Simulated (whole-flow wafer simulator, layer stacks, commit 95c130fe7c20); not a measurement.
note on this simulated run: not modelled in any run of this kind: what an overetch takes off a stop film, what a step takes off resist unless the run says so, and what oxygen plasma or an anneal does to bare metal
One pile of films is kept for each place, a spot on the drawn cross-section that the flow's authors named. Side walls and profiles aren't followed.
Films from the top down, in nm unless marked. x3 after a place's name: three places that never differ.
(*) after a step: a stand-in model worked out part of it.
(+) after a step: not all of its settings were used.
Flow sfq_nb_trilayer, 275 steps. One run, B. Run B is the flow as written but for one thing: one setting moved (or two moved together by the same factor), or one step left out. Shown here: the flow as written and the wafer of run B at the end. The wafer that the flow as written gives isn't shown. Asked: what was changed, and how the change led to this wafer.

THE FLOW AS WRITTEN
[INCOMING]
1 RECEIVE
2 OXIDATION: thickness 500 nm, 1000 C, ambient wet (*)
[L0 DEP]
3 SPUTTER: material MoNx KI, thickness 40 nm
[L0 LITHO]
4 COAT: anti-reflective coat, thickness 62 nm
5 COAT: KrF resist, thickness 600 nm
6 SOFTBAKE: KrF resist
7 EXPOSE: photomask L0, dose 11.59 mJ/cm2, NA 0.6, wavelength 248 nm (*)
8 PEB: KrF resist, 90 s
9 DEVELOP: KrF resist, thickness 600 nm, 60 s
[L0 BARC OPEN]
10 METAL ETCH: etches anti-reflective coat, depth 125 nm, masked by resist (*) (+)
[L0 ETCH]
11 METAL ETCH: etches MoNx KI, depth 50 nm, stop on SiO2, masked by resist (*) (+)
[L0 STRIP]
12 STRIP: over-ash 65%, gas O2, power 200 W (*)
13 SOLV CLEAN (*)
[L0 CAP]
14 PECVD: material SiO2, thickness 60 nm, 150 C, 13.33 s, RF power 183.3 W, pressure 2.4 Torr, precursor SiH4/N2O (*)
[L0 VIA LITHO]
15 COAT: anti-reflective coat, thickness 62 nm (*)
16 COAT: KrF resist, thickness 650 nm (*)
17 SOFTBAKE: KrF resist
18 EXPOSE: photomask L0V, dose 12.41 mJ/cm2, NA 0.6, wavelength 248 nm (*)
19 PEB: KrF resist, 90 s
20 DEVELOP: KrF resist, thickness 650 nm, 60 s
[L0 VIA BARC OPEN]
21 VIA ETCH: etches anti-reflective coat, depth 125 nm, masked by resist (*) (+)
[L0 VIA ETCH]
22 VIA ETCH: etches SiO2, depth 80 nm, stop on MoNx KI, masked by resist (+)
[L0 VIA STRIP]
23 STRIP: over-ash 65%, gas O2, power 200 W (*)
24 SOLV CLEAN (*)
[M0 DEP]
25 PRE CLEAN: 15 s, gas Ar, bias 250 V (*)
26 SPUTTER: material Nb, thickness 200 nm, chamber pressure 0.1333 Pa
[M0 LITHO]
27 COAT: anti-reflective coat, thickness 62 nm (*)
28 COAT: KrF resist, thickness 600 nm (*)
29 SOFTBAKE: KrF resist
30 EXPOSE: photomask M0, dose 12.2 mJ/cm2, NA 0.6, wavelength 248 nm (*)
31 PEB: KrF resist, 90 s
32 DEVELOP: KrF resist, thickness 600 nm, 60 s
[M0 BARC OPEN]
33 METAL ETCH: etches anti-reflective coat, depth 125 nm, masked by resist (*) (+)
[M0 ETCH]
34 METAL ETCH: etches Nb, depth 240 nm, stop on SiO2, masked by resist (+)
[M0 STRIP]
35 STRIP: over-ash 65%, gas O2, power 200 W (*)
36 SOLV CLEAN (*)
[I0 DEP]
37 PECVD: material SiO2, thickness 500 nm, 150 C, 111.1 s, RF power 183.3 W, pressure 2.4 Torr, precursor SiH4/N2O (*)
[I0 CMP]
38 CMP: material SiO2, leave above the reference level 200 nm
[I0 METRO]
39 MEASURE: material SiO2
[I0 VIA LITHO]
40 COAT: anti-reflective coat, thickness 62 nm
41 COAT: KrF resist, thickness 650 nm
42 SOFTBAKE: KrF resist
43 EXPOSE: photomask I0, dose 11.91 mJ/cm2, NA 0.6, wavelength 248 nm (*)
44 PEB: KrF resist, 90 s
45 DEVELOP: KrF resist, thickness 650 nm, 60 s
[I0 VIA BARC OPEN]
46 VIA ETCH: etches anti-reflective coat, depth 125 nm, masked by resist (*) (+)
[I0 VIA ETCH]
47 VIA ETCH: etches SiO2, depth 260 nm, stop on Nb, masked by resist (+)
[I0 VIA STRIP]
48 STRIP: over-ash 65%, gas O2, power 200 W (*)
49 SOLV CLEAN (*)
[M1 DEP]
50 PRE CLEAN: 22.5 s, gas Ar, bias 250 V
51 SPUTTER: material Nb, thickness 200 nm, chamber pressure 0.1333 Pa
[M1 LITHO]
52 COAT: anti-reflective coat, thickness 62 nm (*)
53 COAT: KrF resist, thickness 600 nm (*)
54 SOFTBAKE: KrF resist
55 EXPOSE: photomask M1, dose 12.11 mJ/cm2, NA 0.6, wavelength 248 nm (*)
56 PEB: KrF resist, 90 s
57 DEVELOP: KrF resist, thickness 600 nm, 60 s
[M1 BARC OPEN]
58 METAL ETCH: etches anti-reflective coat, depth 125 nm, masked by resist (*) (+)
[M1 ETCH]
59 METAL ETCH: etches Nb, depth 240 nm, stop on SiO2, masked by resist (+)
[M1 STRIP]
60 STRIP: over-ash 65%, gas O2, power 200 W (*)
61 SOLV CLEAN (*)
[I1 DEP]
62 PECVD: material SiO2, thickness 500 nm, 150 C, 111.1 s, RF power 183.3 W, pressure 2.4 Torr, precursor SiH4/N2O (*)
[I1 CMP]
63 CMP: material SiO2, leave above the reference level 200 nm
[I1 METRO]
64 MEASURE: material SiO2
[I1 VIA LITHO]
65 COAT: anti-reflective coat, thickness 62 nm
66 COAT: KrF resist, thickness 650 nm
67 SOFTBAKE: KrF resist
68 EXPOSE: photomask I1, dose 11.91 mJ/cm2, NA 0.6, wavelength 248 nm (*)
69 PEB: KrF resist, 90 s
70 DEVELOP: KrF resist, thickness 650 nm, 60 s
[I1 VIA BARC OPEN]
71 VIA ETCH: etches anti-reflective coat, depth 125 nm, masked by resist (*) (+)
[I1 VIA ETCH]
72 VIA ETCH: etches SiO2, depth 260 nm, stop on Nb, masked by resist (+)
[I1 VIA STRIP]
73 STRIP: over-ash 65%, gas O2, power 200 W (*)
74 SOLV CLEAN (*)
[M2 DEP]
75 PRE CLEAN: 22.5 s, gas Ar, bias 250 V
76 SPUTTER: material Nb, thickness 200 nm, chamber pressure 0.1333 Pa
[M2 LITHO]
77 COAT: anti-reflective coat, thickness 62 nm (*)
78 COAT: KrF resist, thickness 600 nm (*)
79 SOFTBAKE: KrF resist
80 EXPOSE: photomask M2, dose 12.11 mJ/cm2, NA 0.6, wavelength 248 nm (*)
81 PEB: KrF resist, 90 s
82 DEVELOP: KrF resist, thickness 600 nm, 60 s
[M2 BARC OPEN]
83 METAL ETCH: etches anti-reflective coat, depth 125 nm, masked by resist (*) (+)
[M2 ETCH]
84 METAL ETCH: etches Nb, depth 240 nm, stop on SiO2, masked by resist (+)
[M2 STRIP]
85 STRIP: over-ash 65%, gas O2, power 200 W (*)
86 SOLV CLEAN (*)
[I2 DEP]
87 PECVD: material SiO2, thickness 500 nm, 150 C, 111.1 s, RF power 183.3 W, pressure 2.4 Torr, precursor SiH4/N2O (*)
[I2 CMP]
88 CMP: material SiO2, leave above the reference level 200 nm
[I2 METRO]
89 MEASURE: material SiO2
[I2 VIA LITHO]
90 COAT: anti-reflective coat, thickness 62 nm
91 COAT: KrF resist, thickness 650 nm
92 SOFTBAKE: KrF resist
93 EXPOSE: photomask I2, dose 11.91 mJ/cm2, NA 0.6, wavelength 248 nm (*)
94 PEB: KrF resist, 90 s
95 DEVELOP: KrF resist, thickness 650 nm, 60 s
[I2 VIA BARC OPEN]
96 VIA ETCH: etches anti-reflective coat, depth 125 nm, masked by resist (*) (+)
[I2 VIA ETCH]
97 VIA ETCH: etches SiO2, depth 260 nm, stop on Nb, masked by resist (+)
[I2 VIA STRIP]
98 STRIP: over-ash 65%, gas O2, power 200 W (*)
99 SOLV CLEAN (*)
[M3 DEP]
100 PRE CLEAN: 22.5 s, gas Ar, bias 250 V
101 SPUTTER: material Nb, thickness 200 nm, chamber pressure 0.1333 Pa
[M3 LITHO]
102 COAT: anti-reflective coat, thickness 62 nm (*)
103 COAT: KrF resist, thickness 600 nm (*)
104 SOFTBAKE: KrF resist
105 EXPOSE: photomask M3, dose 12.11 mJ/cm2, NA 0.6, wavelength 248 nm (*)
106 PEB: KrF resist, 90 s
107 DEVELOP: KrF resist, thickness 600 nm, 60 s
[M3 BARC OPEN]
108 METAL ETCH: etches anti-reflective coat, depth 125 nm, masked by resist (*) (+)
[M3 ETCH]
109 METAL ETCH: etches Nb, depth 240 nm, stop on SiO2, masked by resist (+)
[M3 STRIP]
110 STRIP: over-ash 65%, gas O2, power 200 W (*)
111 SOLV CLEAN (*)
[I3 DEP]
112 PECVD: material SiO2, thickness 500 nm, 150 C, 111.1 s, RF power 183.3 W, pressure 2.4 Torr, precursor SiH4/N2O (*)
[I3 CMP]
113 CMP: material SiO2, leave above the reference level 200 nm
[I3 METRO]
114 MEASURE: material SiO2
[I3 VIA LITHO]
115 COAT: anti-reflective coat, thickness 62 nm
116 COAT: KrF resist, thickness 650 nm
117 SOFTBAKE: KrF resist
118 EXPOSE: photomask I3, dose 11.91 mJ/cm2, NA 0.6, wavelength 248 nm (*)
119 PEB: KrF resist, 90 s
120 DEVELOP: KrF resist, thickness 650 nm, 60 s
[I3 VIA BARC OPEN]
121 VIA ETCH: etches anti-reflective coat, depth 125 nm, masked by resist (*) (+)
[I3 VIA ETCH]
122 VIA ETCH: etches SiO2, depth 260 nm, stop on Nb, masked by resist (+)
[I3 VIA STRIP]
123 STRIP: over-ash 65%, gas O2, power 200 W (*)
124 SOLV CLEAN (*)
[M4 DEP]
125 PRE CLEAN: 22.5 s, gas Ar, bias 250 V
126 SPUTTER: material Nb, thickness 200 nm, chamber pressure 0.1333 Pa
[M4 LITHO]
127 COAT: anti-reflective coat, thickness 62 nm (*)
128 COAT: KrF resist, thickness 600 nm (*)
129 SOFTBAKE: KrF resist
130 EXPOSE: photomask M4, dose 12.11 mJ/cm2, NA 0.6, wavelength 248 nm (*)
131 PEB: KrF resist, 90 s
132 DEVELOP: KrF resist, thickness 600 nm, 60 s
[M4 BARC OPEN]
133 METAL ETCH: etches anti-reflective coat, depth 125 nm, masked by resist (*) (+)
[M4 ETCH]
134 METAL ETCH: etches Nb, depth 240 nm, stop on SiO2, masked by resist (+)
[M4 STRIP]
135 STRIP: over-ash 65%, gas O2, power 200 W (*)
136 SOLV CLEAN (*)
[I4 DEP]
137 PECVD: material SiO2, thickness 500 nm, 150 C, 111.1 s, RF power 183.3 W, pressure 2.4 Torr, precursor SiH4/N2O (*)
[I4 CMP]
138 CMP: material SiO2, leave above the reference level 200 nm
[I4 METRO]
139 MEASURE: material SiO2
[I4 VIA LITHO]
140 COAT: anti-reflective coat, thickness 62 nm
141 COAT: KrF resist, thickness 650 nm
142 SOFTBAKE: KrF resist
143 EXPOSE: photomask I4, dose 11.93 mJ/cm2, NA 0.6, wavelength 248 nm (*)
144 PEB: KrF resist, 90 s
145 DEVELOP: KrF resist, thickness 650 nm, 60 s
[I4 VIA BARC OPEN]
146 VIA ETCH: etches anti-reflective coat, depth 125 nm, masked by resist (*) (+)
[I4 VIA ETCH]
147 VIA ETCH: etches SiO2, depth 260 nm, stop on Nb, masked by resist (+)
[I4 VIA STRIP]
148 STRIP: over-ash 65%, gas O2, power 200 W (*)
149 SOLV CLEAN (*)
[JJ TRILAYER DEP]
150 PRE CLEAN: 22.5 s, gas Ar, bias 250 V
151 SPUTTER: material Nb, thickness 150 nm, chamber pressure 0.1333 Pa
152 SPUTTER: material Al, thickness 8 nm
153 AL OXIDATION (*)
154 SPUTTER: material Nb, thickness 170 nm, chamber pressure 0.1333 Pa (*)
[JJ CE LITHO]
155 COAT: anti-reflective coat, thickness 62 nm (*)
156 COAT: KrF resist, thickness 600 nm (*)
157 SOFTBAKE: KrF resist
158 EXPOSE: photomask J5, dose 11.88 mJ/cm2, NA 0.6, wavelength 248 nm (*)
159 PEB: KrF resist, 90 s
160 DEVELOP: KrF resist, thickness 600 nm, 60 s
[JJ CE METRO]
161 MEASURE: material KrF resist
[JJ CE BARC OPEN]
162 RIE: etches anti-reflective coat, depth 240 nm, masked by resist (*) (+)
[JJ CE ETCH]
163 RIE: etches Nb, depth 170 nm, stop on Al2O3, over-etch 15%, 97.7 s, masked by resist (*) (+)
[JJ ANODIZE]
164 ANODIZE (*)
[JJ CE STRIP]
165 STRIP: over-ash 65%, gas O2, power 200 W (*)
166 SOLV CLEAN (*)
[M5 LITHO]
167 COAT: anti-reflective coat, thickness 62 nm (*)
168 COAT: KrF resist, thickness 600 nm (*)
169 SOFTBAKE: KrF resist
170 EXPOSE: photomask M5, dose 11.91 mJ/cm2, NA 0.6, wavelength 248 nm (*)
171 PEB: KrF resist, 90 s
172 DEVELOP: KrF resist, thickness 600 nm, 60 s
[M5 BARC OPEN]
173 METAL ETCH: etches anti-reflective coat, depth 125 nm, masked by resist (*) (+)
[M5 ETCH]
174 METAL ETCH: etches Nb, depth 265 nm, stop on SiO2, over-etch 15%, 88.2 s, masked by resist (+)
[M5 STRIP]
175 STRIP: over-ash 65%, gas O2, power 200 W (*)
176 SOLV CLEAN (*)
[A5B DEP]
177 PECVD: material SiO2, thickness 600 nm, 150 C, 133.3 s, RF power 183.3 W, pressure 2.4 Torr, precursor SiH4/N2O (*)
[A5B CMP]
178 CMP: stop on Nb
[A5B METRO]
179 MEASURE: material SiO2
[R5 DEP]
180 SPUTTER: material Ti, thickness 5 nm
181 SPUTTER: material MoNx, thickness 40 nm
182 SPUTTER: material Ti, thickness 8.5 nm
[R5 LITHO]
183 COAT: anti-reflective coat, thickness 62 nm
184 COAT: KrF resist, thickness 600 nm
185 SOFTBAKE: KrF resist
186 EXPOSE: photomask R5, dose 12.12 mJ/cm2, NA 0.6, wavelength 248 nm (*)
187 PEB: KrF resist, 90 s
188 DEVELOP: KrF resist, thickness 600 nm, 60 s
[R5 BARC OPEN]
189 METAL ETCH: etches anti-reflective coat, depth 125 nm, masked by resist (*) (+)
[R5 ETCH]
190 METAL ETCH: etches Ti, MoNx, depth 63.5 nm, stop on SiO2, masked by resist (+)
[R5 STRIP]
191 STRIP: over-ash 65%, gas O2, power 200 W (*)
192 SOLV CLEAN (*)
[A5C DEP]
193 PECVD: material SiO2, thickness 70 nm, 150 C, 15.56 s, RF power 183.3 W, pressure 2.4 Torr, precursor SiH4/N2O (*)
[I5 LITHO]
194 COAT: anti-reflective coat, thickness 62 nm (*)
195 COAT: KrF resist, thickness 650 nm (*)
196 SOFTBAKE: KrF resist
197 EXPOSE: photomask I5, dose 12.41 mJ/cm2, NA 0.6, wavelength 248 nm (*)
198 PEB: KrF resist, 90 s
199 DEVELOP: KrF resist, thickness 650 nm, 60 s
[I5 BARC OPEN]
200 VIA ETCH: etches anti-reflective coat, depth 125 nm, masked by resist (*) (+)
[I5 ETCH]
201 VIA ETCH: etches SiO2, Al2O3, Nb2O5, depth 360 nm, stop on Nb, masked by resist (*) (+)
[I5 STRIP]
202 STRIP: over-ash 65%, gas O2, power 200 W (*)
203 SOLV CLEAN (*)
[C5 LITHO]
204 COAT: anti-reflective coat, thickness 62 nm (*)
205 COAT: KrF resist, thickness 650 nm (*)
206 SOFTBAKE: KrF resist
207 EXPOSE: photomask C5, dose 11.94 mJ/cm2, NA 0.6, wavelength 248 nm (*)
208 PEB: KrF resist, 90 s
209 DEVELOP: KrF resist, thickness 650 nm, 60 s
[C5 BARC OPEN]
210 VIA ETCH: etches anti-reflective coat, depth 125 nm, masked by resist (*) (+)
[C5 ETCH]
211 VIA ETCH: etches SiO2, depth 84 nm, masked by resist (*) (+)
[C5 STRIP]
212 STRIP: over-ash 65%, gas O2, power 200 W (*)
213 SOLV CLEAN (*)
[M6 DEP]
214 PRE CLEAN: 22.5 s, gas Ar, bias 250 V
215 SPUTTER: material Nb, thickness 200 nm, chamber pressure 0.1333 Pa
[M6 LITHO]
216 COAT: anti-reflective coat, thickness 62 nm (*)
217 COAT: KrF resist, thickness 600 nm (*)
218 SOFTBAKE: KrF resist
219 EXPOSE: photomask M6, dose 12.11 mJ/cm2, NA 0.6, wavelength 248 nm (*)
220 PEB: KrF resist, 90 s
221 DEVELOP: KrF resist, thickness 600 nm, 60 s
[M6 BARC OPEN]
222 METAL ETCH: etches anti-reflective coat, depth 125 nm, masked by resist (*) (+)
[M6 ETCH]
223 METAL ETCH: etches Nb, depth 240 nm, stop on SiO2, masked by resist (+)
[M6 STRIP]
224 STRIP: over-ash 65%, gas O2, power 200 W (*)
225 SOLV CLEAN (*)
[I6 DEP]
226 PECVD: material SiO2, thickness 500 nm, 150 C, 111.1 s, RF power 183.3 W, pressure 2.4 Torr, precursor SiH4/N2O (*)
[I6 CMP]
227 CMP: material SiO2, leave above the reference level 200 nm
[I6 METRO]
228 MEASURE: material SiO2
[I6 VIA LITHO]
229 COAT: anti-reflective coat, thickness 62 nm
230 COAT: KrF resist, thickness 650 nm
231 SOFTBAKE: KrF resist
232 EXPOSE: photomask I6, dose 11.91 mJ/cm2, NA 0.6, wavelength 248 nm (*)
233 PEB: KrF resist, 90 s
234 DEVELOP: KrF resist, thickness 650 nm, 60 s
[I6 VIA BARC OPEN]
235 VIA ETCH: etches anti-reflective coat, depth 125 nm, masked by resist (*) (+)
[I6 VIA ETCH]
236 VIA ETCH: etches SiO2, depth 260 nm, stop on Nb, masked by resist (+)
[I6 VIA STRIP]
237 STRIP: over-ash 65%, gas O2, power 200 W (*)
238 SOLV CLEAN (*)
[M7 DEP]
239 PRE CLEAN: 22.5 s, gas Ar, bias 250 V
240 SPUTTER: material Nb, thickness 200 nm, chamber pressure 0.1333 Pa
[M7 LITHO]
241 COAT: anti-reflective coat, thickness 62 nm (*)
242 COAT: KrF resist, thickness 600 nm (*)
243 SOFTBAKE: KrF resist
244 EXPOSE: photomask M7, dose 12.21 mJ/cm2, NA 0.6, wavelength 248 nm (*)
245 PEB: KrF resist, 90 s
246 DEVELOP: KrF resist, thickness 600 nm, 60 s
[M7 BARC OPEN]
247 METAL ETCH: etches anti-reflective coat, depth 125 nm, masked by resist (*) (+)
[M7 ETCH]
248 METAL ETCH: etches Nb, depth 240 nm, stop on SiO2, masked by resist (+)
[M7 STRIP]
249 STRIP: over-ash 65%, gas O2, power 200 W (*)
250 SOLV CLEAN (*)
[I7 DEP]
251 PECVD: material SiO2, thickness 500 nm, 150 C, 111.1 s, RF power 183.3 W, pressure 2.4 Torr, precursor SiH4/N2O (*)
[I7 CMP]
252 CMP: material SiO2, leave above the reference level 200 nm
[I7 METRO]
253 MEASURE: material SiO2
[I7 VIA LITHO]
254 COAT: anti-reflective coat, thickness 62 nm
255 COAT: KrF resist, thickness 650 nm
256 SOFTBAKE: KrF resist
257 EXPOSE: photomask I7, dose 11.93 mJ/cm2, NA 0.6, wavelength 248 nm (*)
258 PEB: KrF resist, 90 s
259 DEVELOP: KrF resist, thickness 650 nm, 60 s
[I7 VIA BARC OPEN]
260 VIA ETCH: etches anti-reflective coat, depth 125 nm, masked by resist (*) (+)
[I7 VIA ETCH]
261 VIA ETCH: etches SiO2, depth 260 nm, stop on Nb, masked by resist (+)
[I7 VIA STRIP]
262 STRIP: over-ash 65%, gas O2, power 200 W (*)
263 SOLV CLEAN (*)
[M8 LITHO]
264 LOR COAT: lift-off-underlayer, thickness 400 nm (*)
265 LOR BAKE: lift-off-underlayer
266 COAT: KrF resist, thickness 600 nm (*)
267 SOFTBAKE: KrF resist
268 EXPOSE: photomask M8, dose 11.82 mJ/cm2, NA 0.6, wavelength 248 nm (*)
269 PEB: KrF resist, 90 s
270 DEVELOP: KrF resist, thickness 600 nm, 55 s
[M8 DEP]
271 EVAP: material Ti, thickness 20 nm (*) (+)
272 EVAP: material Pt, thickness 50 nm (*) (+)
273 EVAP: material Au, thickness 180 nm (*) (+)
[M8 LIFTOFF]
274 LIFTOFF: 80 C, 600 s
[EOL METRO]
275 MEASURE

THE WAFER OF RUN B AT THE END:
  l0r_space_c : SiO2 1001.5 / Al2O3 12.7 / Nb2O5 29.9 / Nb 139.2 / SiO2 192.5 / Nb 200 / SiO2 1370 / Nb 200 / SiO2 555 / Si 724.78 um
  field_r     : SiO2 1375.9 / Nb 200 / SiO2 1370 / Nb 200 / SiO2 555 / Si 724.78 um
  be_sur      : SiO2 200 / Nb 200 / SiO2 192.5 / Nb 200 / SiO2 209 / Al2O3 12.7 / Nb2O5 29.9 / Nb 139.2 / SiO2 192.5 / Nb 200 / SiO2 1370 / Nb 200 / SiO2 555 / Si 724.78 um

The cause: step 134, METAL ETCH: etches Nb, depth 240 nm, stop on SiO2, masked by resist (+), was left out.

How the change led to this, step by step:
  135 STRIP: over-ash 65%, gas O2, power 200 W (*)
      p4_fl x3, p4_w1 x9, p4_g1 x2 and 15 more: KrF resist -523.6 (all of it), anti-reflective coat -62 (all of it) (as written it would be: KrF resist -382.4 (all of it), anti-reflective coat -62 (all of it))
      ln_m5, lsp_m, ln_m6: KrF resist -523.1 (all of it), anti-reflective coat -61.8 (all of it) (as written it would be: KrF resist -381.9 (all of it), anti-reflective coat -61.8 (all of it))
      (and at 7 more places)
  137 PECVD: material SiO2, thickness 500 nm, 150 C, 111.1 s, RF power 183.3 W, pressure 2.4 Torr, precursor SiH4/N2O (*)
      field_l, be, be_sur and 55 more: SiO2 +500 (new film) (as written it would be: SiO2 +500)
      p3_s0 x6: SiO2 +500 (new film) (as written it would be: SiO2 +557.1)
      (and at 3 more places)
  138 CMP: material SiO2, leave above the reference level 200 nm
      field_l, be, be_sur and 55 more: SiO2 -300 (as written it would be: SiO2 -100)
      p3_s0 x6: SiO2 -300 (as written it would be: SiO2 -157.1)
      (and at 3 more places)
Counting metal films that touch as one body, l0r_space_c has 3 bodies (between them, from the top down: SiO2 192.5; SiO2 1370); the flow as written gives 2 bodies (between them, from the top down: SiO2 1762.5).
Counting metal films that touch as one body, field_r has 2 bodies (between them, from the top down: SiO2 1370); the flow as written gives 1 body.
Counting metal films that touch as one body, be_sur has 5 bodies (between them, from the top down: SiO2 192.5; SiO2 209 / Al2O3 12.7 / Nb2O5 29.9; SiO2 192.5; SiO2 1370); the flow as written gives 4 bodies (between them, from the top down: SiO2 192.5; SiO2 209 / Al2O3 12.7 / Nb2O5 29.9; SiO2 1762.5).
